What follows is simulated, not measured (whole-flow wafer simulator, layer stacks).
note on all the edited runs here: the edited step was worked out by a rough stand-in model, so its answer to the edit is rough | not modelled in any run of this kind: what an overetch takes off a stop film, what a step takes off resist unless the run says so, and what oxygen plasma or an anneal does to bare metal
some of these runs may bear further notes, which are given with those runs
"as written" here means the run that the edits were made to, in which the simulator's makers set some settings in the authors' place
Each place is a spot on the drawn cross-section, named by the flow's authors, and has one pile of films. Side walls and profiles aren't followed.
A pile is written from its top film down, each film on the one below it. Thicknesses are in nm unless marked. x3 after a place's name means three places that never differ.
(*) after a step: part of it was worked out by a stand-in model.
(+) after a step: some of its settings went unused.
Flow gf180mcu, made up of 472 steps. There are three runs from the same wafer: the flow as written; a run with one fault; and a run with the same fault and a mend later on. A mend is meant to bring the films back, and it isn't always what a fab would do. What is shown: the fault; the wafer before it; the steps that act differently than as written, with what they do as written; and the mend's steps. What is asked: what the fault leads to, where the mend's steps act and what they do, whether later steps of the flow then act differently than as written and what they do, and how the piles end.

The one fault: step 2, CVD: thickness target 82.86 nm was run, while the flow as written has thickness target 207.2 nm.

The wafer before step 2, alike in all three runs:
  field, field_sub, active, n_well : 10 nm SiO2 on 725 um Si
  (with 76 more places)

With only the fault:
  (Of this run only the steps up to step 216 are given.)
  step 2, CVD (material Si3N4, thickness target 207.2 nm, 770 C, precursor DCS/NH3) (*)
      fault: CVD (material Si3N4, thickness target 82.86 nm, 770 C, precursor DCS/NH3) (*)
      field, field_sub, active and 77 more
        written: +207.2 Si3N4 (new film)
        fault: +82.9 Si3N4 (new film)
  Steps further on in the flow that do not act as written (6 other steps are not shown; they differ only slightly, by no more than 2% or 0.5 nm, whichever is larger):
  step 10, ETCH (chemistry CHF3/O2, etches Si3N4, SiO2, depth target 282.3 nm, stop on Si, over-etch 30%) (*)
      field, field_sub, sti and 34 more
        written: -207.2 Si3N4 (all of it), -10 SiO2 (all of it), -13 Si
        fault: -82.9 Si3N4 (all of it), -10 SiO2 (all of it), -37.9 Si
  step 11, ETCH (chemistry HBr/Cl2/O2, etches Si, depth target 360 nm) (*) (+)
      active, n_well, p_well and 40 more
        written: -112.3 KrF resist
        fault: -104 KrF resist
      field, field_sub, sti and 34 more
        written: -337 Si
        fault: -312.1 Si
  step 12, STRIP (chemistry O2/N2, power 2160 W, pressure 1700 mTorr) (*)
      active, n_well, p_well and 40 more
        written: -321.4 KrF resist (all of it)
        fault: -329.7 KrF resist (all of it)
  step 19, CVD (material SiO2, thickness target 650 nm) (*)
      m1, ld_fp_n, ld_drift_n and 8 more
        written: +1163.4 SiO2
        fault: +1039.1 SiO2
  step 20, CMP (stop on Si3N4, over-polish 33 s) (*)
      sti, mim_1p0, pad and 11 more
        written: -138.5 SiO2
        fault: -262.8 SiO2
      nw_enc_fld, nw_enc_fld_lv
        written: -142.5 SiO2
        fault: -266.8 SiO2
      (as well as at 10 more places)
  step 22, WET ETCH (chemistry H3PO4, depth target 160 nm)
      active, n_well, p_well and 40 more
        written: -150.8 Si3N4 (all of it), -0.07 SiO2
        fault: -26.5 Si3N4 (all of it), -1.04 SiO2
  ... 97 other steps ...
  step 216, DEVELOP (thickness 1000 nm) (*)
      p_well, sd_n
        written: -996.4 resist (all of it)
        fault: -885.8 resist (all of it)
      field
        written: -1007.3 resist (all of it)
        fault: -1028.1 resist (all of it)
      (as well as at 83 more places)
  After step 216, at field, field__w1, field__w2 and 68 more, the piles differ from the flow's by more than 2% or 0.5 nm, whichever is larger.
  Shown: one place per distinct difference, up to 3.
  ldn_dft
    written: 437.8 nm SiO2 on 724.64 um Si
    fault: 50 nm SiO2 on 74 nm Si3N4 on 268 nm SiO2 on 724.63 um Si
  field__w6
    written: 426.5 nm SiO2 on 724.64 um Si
    fault: 58.6 nm SiO2 on 30 nm poly-Si on 249.3 nm SiO2 on 724.63 um Si
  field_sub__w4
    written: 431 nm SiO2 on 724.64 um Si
    fault: 58.9 nm SiO2 on 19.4 nm poly-Si on 253.6 nm SiO2 on 724.63 um Si

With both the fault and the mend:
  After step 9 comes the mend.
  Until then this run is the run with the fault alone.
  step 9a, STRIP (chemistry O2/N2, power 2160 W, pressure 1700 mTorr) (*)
      active, n_well, p_well and 40 more
        -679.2 KrF resist (all of it)
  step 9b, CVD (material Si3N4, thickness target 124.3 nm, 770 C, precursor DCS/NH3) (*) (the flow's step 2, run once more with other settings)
      field, field_sub, active and 77 more
        +124.3 Si3N4
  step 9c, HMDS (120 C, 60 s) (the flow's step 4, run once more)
      alters no film at any place that is followed
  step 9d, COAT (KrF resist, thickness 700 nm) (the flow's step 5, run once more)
      field, field_sub, active and 77 more
        +700 KrF resist (new film)
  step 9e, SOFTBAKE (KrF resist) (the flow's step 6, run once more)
      alters no film at any place that is followed
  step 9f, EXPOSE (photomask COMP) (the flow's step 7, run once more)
      alters no film at any place that is followed
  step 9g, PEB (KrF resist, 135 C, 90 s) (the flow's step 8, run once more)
      field, field_sub, active and 77 more
        -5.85 KrF resist
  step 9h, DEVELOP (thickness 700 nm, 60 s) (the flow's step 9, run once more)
      active, n_well, p_well and 40 more
        -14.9 KrF resist
      field, field_sub, sti and 34 more
        -694.2 KrF resist (all of it)
  Every later step of the flow that is run acts as written, at every place that is followed, to within 2% or 0.5 nm, whichever is larger.
  At every place that both follow, the piles at the end match the flow's.
